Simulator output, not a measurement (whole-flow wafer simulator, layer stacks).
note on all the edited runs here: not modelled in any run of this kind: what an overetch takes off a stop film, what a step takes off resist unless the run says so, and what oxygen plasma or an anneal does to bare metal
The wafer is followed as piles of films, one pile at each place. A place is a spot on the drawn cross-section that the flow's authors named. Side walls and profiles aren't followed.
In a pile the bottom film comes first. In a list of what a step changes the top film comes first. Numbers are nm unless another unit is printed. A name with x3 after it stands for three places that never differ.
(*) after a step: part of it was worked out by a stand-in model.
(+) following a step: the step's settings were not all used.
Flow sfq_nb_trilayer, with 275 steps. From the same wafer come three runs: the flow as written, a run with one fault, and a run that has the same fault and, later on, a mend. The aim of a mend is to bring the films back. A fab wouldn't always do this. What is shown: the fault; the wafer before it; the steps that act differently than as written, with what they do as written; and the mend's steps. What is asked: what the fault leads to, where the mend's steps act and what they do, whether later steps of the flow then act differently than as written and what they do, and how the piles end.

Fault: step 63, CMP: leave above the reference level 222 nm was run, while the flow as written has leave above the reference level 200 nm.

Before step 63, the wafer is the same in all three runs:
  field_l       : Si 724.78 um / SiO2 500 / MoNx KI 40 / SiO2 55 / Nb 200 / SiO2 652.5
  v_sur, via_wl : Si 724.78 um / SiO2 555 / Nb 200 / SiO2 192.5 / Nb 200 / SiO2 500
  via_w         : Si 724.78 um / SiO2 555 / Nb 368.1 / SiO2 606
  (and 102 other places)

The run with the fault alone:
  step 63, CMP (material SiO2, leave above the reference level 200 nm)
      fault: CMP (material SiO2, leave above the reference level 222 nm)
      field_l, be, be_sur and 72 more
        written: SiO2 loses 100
        fault: SiO2 loses 78
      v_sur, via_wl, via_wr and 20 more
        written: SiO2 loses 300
        fault: SiO2 loses 278
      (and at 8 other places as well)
  Steps further on in the flow that do not act as written (5 more steps, not shown, differ only slightly: by at most 2% or 0.5 nm, whichever is larger):
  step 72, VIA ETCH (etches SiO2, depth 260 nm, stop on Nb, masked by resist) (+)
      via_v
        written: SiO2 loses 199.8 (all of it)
        fault: SiO2 loses 221.8 (all of it)
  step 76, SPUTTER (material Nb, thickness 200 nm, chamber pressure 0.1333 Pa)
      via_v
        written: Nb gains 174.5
        fault: Nb gains 170.4
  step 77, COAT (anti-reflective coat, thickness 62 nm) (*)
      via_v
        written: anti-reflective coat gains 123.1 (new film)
        fault: anti-reflective coat gains 127.8 (new film)
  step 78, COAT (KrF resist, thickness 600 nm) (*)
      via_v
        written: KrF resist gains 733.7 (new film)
        fault: KrF resist gains 751.5 (new film)
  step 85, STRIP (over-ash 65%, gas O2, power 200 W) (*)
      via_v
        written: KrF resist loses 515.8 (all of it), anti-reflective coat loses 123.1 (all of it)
        fault: KrF resist loses 533.5 (all of it), anti-reflective coat loses 127.8 (all of it)
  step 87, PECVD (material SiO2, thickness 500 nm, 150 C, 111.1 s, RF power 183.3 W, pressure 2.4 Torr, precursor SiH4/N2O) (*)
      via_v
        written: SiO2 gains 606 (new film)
        fault: SiO2 gains 632.1 (new film)
  The piles end different from the flow's at v_sur, via_wl, via_w and 29 more by more than 2% or 0.5 nm, whichever is larger.
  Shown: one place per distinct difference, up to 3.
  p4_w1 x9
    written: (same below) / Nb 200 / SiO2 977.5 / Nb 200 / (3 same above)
    fault: (same below) / Nb 200 / SiO2 999.5 / Nb 200 / (3 same above)
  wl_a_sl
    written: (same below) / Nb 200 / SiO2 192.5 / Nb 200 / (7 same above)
    fault: (same below) / Nb 200 / SiO2 214.5 / Nb 200 / (7 same above)
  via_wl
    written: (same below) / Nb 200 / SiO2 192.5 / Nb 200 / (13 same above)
    fault: (same below) / Nb 200 / SiO2 214.5 / Nb 200 / (13 same above)

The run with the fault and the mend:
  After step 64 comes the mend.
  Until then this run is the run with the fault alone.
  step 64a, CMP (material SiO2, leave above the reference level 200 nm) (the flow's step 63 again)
      field_l, v_sur, via_wl and 103 more
        SiO2 loses 22
  Later steps of the flow that are run all act as written at every place that is followed.
  By the end, the piles equal the flow's at every place that both follow.
